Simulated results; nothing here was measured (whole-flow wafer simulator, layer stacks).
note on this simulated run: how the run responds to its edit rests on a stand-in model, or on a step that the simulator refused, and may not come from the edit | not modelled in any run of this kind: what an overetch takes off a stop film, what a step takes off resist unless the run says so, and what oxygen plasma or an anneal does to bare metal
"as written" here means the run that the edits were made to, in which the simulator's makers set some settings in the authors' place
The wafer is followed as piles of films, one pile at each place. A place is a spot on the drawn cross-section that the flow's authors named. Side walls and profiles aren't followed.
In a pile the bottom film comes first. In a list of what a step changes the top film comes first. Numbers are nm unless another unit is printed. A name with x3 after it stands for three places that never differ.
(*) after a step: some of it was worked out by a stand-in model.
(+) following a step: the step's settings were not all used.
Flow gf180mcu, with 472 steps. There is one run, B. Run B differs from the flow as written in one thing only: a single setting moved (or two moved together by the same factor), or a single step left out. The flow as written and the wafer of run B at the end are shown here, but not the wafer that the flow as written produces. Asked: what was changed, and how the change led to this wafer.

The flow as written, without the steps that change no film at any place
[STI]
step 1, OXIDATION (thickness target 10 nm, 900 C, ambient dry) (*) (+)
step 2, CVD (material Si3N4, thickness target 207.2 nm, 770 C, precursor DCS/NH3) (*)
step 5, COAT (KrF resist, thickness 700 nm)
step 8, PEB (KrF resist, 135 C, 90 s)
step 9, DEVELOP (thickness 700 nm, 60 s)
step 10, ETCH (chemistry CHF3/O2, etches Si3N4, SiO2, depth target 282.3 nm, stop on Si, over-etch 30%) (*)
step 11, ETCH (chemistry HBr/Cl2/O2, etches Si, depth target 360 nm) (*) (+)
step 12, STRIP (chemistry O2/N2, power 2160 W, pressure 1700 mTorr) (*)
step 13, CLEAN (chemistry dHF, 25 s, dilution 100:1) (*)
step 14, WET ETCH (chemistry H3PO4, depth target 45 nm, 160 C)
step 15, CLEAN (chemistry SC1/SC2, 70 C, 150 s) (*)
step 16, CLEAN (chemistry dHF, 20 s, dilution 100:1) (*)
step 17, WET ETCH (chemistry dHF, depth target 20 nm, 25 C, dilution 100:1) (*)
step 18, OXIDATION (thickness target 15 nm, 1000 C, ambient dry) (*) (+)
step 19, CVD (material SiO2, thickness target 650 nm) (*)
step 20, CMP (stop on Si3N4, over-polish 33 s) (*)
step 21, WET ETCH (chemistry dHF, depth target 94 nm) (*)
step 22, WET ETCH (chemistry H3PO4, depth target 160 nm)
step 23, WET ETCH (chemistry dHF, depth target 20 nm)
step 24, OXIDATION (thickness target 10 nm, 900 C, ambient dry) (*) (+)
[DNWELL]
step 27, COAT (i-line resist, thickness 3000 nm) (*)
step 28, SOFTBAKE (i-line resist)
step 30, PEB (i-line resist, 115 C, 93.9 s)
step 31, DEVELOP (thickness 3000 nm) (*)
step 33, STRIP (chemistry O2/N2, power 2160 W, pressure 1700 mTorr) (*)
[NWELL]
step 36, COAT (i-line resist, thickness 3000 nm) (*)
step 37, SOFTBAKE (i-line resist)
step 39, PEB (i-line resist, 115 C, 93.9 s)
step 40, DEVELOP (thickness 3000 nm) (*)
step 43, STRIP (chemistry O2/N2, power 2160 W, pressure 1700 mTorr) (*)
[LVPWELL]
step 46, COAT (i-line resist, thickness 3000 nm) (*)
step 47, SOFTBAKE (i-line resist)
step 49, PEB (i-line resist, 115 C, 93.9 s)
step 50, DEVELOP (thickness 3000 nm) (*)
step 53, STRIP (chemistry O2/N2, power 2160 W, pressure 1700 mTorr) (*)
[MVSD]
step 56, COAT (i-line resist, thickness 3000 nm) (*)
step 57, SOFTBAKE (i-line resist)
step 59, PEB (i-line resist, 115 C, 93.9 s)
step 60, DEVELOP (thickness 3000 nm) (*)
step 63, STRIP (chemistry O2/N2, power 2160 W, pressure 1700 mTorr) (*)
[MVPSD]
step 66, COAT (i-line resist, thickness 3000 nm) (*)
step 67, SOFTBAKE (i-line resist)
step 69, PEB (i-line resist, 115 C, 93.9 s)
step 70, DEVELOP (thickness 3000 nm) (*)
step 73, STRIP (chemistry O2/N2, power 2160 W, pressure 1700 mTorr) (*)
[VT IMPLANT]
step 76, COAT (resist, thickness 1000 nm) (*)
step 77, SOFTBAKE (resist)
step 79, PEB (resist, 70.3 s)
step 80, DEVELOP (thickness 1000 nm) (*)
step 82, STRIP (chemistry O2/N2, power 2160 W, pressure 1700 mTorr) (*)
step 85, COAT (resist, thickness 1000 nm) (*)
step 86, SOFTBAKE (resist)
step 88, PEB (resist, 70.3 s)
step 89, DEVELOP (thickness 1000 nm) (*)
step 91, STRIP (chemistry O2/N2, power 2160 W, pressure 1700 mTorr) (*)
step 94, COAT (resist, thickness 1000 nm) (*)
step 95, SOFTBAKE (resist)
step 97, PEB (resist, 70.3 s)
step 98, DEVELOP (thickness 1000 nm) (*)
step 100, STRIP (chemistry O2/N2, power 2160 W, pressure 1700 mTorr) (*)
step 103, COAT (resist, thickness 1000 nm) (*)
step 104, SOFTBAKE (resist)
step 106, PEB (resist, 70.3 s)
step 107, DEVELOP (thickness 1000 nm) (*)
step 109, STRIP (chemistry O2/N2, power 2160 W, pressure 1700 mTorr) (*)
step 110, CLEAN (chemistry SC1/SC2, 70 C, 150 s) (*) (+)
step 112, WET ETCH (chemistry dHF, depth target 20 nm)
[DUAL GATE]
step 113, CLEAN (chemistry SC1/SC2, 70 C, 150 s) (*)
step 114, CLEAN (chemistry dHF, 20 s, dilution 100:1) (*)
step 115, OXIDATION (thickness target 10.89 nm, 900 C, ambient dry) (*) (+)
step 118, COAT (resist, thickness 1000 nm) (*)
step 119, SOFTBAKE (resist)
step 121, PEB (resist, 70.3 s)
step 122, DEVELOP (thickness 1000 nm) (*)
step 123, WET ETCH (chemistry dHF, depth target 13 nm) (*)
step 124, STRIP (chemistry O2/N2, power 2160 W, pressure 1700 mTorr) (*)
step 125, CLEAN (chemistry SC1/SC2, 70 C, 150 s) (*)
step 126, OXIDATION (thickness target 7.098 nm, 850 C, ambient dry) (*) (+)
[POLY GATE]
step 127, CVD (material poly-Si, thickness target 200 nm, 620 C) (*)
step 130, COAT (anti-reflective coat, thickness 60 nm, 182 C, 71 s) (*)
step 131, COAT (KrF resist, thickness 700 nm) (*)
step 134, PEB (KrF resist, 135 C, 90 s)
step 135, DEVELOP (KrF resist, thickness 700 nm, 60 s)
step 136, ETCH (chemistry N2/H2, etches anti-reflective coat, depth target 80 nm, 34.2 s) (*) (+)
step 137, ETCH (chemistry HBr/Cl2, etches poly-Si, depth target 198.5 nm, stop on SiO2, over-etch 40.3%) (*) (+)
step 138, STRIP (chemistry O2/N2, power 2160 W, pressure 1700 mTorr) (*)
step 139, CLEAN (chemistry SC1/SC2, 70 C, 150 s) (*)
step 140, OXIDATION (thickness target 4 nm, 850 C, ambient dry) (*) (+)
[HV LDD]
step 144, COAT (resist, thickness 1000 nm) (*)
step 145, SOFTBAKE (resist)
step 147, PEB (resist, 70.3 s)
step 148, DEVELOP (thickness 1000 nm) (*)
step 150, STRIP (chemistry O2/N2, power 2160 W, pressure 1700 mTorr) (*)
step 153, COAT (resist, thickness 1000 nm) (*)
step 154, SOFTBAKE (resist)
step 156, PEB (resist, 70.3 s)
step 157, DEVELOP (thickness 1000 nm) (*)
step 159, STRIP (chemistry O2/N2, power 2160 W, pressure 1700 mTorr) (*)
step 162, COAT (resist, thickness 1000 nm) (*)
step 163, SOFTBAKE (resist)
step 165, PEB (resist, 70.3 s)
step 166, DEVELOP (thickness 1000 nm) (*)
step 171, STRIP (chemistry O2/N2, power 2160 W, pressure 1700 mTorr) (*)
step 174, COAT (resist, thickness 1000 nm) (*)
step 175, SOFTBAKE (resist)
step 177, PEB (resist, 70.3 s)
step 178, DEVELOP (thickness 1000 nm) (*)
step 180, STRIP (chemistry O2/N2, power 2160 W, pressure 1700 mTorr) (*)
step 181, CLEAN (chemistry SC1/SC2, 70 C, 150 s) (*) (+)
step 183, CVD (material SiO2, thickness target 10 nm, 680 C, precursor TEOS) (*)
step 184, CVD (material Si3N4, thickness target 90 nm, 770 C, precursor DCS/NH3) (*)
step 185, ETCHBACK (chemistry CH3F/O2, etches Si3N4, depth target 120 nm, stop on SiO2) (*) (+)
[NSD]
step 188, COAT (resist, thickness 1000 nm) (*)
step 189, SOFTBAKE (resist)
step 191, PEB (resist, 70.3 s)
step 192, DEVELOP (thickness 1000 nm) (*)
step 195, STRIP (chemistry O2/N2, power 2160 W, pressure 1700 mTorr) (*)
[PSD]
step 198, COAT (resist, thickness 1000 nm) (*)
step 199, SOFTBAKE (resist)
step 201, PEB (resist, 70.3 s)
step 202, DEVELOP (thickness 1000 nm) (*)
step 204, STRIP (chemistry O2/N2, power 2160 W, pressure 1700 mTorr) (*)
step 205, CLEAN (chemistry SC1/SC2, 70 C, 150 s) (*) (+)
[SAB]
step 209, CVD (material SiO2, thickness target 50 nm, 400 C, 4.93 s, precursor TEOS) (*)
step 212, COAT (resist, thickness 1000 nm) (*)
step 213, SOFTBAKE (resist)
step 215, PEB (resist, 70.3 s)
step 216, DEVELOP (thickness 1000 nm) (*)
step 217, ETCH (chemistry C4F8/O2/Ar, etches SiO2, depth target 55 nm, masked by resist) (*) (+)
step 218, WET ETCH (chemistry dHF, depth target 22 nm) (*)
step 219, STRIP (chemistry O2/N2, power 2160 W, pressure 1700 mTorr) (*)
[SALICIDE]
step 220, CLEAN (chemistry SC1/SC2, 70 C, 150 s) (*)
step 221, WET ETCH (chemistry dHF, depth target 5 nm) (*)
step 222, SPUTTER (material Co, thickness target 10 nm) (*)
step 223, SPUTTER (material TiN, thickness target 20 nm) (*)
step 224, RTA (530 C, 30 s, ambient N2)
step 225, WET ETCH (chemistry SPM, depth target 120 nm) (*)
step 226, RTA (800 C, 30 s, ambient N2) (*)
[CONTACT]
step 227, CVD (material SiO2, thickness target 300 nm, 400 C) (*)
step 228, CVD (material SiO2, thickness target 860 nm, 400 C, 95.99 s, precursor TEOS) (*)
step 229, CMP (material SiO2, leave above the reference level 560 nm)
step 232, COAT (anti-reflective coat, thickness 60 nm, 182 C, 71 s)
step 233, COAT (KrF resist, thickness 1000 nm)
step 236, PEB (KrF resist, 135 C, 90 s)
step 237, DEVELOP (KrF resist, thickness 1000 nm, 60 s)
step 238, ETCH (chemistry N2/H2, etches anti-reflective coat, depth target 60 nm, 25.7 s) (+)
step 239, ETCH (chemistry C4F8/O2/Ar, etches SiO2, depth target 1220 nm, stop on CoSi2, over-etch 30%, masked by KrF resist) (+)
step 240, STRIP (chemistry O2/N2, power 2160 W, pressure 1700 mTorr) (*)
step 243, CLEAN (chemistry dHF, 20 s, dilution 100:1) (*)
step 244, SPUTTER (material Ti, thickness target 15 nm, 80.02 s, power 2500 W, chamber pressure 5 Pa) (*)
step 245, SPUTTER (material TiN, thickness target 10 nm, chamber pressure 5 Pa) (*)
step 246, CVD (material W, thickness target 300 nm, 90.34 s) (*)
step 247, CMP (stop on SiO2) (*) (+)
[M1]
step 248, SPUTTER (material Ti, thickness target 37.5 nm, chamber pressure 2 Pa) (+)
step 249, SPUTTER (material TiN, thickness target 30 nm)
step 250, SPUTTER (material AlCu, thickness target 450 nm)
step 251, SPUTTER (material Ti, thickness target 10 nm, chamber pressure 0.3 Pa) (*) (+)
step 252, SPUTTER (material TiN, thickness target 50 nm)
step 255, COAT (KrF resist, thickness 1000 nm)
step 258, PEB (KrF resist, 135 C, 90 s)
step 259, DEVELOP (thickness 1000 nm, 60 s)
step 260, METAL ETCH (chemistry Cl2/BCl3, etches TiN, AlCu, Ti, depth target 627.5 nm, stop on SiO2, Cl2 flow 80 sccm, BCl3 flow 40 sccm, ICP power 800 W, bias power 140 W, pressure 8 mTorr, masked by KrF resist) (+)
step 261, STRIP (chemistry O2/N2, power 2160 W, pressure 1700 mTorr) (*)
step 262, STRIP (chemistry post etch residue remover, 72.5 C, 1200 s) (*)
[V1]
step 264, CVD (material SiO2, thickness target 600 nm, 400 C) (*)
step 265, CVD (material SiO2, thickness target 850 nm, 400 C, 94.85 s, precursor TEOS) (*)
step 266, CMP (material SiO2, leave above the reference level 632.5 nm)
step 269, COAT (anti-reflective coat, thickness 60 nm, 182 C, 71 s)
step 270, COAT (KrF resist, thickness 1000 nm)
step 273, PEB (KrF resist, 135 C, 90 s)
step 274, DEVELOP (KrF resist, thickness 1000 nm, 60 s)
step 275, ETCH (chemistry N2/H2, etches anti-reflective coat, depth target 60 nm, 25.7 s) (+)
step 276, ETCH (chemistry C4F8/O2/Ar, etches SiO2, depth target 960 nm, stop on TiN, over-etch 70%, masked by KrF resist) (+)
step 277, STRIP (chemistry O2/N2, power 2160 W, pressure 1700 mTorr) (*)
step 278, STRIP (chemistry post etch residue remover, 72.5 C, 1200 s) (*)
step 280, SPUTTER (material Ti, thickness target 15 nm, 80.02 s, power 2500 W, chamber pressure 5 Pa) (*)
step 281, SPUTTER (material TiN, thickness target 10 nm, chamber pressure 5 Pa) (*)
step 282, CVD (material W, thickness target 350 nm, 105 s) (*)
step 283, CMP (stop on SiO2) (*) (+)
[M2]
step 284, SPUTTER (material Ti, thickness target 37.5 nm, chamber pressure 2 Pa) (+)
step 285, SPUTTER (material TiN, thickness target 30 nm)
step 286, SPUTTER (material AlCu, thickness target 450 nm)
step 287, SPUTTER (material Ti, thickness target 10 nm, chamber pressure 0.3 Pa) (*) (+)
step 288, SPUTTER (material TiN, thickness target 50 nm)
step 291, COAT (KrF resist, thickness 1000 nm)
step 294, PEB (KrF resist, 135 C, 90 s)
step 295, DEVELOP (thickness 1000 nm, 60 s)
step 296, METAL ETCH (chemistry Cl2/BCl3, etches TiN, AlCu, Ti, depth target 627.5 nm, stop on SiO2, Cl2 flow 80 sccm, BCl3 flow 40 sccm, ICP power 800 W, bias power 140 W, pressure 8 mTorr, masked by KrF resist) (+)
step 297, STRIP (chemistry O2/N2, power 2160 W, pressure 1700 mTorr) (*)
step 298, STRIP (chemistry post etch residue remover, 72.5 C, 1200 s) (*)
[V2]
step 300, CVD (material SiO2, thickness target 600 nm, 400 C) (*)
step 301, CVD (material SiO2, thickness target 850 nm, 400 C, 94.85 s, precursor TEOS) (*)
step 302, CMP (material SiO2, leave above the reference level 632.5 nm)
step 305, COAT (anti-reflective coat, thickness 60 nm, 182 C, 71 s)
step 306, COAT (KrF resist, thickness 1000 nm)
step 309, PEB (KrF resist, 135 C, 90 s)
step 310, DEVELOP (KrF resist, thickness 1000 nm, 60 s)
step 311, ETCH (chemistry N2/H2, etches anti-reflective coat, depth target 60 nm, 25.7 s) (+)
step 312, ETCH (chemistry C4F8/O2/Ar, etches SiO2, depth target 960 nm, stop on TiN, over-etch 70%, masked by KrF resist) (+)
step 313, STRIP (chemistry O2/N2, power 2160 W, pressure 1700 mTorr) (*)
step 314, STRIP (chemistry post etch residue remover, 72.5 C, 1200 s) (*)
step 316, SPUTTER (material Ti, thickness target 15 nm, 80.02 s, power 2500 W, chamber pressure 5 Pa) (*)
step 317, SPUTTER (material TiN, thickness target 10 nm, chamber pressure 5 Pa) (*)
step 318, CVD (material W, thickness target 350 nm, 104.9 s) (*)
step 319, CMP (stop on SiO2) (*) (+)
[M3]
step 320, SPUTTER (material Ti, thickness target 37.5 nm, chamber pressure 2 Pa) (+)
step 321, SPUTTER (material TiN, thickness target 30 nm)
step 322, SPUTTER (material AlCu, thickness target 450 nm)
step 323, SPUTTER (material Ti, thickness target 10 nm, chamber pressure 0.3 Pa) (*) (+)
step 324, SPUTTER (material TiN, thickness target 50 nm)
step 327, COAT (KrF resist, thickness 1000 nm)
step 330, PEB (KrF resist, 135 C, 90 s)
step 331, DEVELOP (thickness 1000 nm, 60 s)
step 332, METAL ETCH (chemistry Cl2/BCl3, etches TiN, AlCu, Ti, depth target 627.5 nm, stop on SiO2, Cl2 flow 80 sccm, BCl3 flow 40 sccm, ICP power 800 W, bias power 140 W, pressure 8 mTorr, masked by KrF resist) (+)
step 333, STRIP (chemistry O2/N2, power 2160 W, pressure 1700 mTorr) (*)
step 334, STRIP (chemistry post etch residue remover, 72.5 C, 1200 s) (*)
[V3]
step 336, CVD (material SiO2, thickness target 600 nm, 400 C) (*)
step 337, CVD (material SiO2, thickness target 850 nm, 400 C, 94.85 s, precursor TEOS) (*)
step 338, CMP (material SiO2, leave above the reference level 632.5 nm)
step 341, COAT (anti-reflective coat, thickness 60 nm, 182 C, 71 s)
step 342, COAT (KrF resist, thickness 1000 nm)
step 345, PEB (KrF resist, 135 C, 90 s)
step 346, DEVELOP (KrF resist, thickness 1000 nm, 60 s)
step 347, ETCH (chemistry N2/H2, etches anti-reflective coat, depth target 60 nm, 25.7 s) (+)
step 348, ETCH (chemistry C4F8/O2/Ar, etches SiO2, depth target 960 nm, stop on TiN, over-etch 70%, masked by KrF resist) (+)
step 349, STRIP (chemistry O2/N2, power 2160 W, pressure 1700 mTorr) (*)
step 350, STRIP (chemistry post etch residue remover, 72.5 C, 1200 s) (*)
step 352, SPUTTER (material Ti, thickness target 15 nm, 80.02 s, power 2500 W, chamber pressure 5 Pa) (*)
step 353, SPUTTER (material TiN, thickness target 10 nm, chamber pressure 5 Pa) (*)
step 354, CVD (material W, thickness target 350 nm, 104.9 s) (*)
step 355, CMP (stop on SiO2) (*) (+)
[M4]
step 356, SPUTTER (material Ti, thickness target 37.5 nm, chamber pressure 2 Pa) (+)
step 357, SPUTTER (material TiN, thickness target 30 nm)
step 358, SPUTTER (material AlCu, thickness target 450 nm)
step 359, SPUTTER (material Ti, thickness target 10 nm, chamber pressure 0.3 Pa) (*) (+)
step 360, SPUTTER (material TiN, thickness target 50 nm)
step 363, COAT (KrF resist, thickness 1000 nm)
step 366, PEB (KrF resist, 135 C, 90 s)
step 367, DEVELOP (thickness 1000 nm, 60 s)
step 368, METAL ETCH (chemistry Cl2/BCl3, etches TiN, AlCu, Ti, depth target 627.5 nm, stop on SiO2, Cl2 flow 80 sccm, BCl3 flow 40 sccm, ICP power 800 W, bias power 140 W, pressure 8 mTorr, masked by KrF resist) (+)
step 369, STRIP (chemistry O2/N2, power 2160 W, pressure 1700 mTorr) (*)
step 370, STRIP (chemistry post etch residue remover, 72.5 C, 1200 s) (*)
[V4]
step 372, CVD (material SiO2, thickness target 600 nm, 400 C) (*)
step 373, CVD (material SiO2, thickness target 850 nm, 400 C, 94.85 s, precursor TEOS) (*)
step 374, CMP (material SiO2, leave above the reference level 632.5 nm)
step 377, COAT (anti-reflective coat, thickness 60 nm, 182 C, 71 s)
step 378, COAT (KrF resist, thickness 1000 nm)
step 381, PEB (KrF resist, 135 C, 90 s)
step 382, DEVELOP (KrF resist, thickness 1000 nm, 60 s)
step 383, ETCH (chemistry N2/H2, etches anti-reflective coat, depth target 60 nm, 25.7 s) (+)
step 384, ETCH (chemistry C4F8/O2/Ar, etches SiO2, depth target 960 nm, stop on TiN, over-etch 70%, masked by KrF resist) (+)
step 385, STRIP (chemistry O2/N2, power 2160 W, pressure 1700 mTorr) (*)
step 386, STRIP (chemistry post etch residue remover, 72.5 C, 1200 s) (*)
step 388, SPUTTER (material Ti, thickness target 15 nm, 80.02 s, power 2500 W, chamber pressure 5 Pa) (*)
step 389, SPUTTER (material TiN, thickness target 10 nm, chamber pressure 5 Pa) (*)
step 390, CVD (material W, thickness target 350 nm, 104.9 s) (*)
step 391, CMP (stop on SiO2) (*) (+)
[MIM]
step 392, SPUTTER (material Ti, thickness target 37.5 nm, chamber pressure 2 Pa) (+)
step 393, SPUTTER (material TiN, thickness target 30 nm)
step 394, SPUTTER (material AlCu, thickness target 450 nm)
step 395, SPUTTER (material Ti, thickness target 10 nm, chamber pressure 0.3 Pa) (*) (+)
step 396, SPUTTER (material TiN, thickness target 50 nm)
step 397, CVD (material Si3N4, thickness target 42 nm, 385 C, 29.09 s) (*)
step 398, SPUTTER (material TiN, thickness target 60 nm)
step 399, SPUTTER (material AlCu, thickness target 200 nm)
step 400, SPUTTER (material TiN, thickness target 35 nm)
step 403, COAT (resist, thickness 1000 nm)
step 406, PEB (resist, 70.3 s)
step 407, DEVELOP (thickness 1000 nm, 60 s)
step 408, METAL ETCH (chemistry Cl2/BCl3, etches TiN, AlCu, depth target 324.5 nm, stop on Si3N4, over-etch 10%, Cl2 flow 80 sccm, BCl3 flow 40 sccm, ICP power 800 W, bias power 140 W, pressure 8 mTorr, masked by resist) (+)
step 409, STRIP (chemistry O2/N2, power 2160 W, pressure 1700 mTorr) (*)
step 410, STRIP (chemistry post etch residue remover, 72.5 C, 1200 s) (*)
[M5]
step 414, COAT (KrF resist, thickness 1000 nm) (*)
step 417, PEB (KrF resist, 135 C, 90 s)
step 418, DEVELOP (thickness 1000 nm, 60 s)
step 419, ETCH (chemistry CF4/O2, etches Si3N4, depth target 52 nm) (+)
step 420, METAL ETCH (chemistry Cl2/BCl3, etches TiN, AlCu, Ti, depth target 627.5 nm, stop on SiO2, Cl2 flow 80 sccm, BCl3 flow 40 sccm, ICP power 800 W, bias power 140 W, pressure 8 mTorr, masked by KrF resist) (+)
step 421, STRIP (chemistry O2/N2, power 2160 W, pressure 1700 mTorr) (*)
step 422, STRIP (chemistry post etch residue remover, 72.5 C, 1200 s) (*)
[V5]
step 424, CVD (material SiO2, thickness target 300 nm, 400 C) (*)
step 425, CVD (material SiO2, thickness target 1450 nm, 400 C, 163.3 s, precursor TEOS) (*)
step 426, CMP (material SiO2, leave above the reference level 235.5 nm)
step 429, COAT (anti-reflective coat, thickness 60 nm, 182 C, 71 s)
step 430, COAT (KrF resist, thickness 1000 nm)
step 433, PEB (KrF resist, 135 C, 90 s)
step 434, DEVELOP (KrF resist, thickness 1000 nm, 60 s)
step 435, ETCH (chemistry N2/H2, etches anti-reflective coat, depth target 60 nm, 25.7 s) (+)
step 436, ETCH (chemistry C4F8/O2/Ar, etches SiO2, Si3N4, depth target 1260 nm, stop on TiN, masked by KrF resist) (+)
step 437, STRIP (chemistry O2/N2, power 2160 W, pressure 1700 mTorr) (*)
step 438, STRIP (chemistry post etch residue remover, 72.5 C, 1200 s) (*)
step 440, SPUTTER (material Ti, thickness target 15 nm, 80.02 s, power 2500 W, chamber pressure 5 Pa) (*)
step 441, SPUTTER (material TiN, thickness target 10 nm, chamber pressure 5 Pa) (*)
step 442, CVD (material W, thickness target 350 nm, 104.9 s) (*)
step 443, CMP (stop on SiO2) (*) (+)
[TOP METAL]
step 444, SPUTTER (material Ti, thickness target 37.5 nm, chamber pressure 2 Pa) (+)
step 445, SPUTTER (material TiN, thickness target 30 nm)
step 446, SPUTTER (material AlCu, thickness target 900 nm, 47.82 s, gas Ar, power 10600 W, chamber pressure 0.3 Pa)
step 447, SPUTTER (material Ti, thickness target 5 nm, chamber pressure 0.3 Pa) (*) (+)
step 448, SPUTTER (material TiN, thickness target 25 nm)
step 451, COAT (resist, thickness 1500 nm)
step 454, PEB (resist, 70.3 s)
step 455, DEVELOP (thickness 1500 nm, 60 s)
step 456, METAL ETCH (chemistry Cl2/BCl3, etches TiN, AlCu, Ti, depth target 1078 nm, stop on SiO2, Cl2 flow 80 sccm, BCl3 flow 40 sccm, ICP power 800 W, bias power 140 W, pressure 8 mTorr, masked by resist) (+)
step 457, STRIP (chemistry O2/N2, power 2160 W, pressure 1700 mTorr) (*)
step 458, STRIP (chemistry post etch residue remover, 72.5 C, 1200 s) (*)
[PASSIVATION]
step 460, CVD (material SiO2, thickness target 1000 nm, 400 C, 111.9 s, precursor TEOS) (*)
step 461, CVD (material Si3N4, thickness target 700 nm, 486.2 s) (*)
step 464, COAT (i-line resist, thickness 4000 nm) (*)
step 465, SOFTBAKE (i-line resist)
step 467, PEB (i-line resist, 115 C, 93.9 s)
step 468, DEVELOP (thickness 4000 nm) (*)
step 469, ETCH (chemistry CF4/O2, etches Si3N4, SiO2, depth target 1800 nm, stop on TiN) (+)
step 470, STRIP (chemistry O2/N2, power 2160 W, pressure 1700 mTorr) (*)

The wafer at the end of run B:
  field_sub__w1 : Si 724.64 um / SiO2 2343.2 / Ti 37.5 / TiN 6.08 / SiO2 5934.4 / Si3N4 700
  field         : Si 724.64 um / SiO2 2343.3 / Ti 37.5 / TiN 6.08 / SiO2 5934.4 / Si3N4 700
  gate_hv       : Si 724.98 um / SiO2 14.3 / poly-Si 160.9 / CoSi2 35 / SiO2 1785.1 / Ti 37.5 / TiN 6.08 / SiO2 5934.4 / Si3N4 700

What caused this: step 286, SPUTTER: thickness target 544 nm was run, while the flow as written has thickness target 450 nm.

The path from the change to this, step by step:
  step 286, SPUTTER (material AlCu, thickness target 450 nm)
      field, field__w1, field__w2 and 108 more: +544 AlCu (new film) (it would be, as written: +450 AlCu (new film))
  step 296, METAL ETCH (chemistry Cl2/BCl3, etches TiN, AlCu, Ti, depth target 627.5 nm, stop on SiO2, Cl2 flow 80 sccm, BCl3 flow 40 sccm, ICP power 800 W, bias power 140 W, pressure 8 mTorr, masked by KrF resist) (+)
      field, field__w1, field__w2 and 103 more: -50 TiN (all of it), -10 Ti (all of it), -544 AlCu (all of it), -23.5 TiN (it would be, as written: -50 TiN (all of it), -10 Ti (all of it), -450 AlCu (all of it), -30 TiN (all of it), -37.5 Ti (all of it))
  step 300, CVD (material SiO2, thickness target 600 nm, 400 C) (*)
      field, field__w1, field__w2 and 103 more: +600 SiO2 (new film) (it would be, as written: +600 SiO2)
  step 302, CMP (material SiO2, leave above the reference level 632.5 nm)
      field, field__w1, field__w2 and 103 more: -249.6 SiO2 (it would be, as written: -300 SiO2)
If metal films that touch count as one body, field_sub__w1 has 1 body; the flow as written gives 0 bodies.
If metal films that touch count as one body, field has 1 body; the flow as written gives 0 bodies.
If metal films that touch count as one body, gate_hv has 2 bodies (between them, from the top down: SiO2 1785.1); the flow as written gives 1 body.
